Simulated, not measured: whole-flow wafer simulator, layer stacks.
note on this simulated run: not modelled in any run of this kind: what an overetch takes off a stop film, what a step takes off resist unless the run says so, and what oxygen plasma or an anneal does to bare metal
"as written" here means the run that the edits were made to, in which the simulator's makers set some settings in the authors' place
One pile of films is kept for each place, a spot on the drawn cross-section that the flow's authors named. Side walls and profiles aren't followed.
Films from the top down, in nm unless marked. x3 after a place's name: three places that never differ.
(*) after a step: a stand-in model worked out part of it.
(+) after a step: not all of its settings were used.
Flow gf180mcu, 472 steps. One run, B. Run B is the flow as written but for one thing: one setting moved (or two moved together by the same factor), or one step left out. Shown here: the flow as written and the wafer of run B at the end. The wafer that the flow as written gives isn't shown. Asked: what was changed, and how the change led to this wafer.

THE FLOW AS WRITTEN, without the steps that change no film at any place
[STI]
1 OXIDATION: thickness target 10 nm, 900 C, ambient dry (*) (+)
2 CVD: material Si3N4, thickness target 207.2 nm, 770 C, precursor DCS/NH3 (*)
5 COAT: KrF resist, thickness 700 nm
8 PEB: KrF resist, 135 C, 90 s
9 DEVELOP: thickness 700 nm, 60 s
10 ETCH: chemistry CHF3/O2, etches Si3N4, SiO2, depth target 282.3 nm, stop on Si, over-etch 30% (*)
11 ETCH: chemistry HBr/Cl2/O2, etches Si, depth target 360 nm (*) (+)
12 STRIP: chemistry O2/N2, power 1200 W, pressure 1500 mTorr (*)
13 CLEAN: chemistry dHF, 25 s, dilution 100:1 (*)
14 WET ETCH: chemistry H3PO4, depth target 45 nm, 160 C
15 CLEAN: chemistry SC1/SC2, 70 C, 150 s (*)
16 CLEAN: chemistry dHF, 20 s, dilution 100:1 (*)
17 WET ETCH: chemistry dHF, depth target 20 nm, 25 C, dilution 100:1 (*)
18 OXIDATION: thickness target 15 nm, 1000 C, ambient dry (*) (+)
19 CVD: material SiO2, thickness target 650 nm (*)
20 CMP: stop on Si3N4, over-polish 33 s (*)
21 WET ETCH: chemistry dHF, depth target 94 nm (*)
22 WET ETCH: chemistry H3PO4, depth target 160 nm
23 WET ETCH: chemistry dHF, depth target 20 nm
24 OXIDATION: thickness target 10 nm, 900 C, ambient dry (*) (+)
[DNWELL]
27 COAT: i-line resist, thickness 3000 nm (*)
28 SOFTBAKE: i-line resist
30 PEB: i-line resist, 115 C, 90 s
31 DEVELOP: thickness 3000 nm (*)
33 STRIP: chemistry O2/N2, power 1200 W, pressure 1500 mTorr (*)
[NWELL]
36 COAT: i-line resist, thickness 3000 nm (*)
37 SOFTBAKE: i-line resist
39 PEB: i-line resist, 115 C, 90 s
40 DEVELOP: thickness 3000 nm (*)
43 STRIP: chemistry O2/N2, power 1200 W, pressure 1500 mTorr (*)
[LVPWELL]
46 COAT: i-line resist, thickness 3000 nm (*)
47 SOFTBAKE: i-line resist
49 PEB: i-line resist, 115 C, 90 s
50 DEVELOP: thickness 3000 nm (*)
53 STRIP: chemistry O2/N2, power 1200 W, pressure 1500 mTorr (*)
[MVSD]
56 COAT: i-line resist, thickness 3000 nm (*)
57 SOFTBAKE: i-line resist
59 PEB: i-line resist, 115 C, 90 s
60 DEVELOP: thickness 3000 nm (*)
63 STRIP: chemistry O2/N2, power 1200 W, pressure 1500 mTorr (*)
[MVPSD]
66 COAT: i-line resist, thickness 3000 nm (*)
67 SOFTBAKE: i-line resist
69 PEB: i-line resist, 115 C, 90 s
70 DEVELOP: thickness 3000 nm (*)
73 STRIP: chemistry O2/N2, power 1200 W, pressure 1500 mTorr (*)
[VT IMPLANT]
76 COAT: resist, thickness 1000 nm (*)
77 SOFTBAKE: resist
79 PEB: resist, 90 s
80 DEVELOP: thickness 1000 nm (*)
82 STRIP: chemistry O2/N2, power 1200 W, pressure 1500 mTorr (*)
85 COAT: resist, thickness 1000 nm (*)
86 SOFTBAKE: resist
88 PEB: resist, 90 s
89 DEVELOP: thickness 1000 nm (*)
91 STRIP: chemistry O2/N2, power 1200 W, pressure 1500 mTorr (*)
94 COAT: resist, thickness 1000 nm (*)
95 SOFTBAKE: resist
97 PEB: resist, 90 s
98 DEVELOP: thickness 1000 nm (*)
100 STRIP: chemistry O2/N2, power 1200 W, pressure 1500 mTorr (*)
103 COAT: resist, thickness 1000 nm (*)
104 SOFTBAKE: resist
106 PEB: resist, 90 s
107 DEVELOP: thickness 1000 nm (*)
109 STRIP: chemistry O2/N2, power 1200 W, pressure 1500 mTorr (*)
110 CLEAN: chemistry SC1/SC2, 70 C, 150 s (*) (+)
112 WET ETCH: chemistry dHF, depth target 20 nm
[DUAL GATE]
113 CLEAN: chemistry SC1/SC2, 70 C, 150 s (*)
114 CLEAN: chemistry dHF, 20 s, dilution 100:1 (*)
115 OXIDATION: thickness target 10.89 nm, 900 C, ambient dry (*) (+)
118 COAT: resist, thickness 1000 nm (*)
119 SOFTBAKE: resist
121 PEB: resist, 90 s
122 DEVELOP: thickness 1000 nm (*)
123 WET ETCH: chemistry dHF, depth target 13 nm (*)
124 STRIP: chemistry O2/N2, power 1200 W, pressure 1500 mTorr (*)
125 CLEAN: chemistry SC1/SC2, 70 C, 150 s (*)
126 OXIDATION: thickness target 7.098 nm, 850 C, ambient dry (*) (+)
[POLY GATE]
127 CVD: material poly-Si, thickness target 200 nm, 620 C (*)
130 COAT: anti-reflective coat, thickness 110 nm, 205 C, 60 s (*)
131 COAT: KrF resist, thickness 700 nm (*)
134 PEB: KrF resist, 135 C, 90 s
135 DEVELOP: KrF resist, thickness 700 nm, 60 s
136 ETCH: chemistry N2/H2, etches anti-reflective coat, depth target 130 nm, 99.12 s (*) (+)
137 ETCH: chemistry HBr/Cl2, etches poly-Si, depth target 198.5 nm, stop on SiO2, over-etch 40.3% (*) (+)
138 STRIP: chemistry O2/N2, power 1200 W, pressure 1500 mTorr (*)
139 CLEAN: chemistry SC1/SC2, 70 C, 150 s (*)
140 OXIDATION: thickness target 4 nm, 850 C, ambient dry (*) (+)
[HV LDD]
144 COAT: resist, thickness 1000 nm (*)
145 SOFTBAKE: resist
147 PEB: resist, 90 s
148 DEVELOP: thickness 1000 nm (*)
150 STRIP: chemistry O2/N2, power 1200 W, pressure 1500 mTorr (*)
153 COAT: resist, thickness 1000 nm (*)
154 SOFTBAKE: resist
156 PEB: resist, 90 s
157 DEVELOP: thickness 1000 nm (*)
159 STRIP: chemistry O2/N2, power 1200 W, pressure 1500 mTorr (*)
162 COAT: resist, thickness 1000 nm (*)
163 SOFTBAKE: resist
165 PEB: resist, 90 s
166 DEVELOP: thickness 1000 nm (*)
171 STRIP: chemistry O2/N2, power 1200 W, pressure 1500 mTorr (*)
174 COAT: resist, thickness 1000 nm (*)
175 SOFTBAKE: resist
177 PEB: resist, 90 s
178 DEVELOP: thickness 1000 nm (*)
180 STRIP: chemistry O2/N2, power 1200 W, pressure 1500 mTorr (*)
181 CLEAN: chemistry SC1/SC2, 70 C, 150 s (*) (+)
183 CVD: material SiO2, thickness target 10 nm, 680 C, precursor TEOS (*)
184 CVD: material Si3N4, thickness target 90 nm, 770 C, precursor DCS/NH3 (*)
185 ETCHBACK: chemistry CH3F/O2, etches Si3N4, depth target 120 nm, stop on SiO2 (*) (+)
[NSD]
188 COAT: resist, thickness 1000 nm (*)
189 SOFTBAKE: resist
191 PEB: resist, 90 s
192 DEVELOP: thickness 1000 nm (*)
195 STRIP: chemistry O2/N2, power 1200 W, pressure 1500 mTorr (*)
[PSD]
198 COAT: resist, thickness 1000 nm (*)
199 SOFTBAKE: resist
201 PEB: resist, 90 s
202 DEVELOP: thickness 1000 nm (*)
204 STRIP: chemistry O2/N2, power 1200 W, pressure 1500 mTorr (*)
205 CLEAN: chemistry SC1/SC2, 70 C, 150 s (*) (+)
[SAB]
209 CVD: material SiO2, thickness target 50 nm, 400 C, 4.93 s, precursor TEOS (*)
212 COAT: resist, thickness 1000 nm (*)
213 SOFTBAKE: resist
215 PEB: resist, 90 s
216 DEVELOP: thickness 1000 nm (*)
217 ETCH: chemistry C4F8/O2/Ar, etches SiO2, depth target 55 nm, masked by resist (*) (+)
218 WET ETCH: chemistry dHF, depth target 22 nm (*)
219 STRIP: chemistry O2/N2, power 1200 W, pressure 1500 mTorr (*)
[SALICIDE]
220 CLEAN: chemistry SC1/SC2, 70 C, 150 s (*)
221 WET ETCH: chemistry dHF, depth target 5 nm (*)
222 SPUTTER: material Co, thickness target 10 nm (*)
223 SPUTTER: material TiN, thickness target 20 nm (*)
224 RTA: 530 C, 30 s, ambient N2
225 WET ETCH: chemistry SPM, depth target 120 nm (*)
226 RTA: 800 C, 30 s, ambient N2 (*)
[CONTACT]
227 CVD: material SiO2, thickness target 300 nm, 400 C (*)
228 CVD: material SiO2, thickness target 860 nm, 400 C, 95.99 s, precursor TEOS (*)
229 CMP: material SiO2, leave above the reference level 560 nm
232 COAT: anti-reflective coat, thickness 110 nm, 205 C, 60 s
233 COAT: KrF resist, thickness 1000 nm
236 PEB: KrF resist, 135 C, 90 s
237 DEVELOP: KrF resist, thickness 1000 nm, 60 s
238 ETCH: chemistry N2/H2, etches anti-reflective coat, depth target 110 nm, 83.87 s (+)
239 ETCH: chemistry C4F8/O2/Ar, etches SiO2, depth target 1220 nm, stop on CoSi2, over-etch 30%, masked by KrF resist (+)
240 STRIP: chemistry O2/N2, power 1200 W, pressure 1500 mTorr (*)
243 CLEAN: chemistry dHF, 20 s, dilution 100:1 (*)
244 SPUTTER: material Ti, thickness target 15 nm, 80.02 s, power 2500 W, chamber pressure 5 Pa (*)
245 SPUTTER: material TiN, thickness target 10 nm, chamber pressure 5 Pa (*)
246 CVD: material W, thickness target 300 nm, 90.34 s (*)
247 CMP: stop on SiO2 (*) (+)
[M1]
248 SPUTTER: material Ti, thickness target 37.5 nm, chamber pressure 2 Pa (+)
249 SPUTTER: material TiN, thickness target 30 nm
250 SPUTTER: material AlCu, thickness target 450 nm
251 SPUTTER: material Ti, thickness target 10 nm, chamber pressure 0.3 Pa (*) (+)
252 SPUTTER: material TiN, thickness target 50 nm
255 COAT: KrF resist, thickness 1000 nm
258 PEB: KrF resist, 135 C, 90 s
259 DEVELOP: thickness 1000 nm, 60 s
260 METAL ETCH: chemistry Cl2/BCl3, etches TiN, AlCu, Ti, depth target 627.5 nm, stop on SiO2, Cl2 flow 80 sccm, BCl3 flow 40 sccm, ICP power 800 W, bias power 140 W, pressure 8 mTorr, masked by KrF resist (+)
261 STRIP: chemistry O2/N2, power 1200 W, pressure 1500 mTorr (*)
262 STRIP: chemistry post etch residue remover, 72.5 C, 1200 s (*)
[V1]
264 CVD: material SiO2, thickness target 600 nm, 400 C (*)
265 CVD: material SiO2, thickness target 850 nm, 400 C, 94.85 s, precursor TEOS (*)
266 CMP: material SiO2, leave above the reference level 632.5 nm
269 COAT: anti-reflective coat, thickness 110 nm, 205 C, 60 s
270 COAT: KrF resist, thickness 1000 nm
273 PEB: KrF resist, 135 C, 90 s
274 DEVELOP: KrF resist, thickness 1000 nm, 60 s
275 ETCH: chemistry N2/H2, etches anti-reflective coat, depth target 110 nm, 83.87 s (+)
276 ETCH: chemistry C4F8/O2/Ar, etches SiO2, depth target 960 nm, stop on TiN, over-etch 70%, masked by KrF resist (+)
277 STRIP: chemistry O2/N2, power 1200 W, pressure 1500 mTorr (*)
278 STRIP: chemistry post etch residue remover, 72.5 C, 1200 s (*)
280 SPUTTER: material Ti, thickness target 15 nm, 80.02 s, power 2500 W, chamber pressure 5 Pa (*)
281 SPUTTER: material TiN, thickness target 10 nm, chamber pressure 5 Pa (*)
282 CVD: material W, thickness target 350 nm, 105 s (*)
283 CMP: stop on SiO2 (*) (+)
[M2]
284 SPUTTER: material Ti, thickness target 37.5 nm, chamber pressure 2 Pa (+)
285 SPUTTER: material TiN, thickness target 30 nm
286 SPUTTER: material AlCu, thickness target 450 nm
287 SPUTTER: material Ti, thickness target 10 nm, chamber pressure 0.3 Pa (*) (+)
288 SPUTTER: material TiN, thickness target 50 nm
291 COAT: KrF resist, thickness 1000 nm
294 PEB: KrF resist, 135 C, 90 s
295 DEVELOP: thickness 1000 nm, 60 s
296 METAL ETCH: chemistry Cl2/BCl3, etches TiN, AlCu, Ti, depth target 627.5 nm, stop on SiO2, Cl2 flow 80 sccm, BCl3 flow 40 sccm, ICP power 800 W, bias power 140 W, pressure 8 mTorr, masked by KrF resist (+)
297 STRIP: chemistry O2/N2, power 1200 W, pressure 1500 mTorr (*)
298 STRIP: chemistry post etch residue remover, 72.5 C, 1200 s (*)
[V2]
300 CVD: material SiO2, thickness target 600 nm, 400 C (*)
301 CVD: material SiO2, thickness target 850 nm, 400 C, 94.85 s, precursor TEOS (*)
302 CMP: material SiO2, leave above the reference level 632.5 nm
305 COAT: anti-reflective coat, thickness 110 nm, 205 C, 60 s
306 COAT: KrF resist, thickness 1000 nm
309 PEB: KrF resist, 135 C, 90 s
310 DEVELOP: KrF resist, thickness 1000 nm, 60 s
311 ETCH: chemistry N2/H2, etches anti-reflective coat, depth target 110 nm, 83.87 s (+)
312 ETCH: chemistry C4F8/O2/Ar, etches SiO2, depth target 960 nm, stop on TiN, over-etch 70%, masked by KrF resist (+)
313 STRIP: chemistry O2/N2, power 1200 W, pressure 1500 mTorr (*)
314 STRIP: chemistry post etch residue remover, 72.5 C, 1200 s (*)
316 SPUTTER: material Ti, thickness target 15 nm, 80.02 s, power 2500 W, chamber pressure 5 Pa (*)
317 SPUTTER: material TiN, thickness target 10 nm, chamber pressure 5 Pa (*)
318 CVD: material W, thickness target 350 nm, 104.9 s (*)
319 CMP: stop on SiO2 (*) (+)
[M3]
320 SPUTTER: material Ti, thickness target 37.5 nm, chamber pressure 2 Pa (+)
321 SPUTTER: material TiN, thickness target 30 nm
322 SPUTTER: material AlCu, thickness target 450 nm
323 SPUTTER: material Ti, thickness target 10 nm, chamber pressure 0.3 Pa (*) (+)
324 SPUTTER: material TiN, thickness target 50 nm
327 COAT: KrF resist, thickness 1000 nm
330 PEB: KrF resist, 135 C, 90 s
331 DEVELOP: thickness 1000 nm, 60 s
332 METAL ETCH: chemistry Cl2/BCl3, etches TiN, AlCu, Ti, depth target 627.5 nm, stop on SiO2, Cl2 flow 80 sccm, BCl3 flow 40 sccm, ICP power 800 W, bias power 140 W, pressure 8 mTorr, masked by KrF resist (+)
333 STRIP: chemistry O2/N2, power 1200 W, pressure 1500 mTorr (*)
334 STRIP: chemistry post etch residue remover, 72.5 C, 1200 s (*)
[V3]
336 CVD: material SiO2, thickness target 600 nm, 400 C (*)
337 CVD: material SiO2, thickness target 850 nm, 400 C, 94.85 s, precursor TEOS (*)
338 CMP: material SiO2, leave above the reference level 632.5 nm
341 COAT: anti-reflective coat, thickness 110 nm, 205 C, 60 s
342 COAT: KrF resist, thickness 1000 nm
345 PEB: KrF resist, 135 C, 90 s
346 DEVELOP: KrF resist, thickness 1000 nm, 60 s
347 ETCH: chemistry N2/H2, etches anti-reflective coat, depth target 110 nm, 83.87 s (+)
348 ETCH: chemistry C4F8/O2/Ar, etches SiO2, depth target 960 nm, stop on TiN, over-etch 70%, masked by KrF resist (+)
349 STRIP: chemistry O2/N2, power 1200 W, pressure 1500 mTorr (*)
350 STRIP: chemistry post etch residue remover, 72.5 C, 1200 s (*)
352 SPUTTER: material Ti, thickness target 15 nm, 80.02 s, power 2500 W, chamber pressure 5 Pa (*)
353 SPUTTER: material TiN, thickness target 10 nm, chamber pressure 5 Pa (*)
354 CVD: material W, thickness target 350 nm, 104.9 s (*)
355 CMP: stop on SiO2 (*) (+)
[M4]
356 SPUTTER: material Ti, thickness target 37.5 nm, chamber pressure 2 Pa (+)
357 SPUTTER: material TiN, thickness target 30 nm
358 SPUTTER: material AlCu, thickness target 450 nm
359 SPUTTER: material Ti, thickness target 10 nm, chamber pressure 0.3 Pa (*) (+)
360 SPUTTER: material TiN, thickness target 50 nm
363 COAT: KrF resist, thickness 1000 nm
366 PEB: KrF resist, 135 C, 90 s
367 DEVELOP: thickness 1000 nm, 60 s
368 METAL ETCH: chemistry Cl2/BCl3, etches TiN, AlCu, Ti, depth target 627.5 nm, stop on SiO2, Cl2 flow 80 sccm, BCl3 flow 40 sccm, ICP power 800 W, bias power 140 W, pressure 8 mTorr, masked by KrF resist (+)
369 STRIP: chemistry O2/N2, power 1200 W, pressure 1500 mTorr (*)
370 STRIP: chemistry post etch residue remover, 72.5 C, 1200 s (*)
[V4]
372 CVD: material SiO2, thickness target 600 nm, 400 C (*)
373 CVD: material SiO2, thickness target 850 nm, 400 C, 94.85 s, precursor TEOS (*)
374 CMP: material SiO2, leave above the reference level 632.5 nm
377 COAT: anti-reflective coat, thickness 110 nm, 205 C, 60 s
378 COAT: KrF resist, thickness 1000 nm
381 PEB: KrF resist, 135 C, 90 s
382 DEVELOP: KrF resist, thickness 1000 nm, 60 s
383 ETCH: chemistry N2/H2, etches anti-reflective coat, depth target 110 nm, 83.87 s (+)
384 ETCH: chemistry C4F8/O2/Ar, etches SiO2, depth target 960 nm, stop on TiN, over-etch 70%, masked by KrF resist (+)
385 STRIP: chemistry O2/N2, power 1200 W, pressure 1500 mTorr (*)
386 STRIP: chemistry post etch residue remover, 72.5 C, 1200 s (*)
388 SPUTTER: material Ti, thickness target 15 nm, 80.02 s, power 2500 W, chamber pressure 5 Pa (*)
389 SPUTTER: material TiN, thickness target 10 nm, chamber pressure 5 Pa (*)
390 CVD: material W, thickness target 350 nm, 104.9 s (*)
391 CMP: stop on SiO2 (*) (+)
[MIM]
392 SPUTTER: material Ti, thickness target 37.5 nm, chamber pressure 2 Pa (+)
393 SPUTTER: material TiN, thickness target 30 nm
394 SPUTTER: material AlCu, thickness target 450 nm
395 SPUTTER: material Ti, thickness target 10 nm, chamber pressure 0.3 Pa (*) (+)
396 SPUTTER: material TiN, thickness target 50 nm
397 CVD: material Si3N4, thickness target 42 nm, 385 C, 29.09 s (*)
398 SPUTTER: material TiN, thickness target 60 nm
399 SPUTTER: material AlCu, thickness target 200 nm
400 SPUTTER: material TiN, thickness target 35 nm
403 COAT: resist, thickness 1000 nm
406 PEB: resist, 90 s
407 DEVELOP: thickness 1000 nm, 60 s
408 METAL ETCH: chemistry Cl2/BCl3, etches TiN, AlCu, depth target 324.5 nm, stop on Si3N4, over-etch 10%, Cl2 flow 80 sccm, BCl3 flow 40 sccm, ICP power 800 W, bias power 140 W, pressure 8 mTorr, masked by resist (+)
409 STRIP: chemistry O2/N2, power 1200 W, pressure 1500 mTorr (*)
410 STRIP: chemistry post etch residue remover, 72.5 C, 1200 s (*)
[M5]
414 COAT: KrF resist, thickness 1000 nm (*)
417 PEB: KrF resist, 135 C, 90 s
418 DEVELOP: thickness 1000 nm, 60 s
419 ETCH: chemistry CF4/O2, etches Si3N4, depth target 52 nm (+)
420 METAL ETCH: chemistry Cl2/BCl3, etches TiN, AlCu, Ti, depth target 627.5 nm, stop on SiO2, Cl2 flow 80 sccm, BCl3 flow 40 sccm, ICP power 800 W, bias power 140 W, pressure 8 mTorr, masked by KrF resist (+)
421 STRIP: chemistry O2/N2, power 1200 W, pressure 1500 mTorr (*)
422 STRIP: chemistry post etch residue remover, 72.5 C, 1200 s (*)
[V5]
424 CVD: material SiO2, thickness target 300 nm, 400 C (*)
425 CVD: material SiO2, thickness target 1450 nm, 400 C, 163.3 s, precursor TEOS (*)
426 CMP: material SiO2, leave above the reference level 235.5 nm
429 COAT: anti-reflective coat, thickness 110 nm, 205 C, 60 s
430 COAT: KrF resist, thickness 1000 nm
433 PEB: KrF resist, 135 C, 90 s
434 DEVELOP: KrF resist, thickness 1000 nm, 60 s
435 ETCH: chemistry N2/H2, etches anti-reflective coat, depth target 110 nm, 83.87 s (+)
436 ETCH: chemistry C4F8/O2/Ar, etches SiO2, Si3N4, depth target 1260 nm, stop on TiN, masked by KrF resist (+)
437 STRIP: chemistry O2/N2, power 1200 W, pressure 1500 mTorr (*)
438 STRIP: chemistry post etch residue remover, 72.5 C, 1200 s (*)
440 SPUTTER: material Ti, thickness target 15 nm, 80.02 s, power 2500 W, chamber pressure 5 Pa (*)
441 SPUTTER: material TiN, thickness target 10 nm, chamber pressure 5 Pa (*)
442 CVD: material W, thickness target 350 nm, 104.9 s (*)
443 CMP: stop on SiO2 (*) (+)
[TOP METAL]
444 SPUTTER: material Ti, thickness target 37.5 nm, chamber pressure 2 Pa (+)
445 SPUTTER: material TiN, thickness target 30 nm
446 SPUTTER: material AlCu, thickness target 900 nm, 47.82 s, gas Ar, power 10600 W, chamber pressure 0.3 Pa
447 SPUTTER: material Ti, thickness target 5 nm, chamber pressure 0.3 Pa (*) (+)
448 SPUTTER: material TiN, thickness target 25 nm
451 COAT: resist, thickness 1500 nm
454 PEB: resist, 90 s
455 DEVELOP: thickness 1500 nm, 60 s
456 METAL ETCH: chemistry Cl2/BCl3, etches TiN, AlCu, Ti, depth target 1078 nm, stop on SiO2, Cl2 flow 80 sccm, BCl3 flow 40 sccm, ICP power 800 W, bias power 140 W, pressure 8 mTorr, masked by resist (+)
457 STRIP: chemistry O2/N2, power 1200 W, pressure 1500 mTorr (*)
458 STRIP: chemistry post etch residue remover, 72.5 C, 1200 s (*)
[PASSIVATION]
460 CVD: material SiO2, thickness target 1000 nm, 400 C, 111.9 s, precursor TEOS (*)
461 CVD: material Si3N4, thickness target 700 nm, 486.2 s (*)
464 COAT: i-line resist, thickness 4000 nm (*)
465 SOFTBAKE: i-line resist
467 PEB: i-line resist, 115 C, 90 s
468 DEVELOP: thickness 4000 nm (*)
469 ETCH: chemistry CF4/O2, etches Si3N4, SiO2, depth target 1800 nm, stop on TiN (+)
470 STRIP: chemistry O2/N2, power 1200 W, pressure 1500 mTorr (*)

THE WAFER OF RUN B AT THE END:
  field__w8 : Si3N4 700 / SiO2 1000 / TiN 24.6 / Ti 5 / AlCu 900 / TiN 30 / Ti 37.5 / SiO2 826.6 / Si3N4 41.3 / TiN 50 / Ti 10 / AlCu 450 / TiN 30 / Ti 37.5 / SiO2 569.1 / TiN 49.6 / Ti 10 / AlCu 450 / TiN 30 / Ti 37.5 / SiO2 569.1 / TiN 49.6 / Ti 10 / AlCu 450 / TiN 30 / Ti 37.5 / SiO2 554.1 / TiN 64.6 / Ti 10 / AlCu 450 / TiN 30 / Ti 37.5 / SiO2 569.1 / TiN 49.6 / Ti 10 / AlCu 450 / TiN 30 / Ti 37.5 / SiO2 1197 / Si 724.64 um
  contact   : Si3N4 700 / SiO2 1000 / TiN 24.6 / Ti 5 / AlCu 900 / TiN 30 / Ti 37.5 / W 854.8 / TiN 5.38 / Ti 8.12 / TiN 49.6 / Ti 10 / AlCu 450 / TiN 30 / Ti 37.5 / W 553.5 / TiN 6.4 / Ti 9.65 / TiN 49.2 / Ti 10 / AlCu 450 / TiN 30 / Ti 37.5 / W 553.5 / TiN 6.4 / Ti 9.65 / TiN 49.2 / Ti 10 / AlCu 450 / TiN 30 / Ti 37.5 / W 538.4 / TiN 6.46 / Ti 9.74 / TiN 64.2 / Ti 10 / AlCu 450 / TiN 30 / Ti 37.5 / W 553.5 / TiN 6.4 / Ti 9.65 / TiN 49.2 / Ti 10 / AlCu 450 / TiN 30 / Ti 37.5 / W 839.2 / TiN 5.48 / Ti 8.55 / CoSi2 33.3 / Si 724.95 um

The cause: step 288, SPUTTER: thickness target 65 nm was run, where the flow has thickness target 50 nm.

How the change led to this, step by step:
  288 SPUTTER: material TiN, thickness target 50 nm
      field, field__w1, field__w2 and 108 more: TiN +65 (new film) (as written it would be: TiN +50 (new film))
  296 METAL ETCH: chemistry Cl2/BCl3, etches TiN, AlCu, Ti, depth target 627.5 nm, stop on SiO2, Cl2 flow 80 sccm, BCl3 flow 40 sccm, ICP power 800 W, bias power 140 W, pressure 8 mTorr, masked by KrF resist (+)
      field, field__w1, field__w2 and 103 more: TiN -65 (all of it), Ti -10 (all of it), AlCu -450 (all of it), TiN -30 (all of it), Ti -37.5 (all of it) (as written it would be: TiN -50 (all of it), Ti -10 (all of it), AlCu -450 (all of it), TiN -30 (all of it), Ti -37.5 (all of it))
  312 ETCH: chemistry C4F8/O2/Ar, etches SiO2, depth target 960 nm, stop on TiN, over-etch 70%, masked by KrF resist (+)
      contact: SiO2 -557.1 (all of it) (as written it would be: SiO2 -572.1 (all of it))
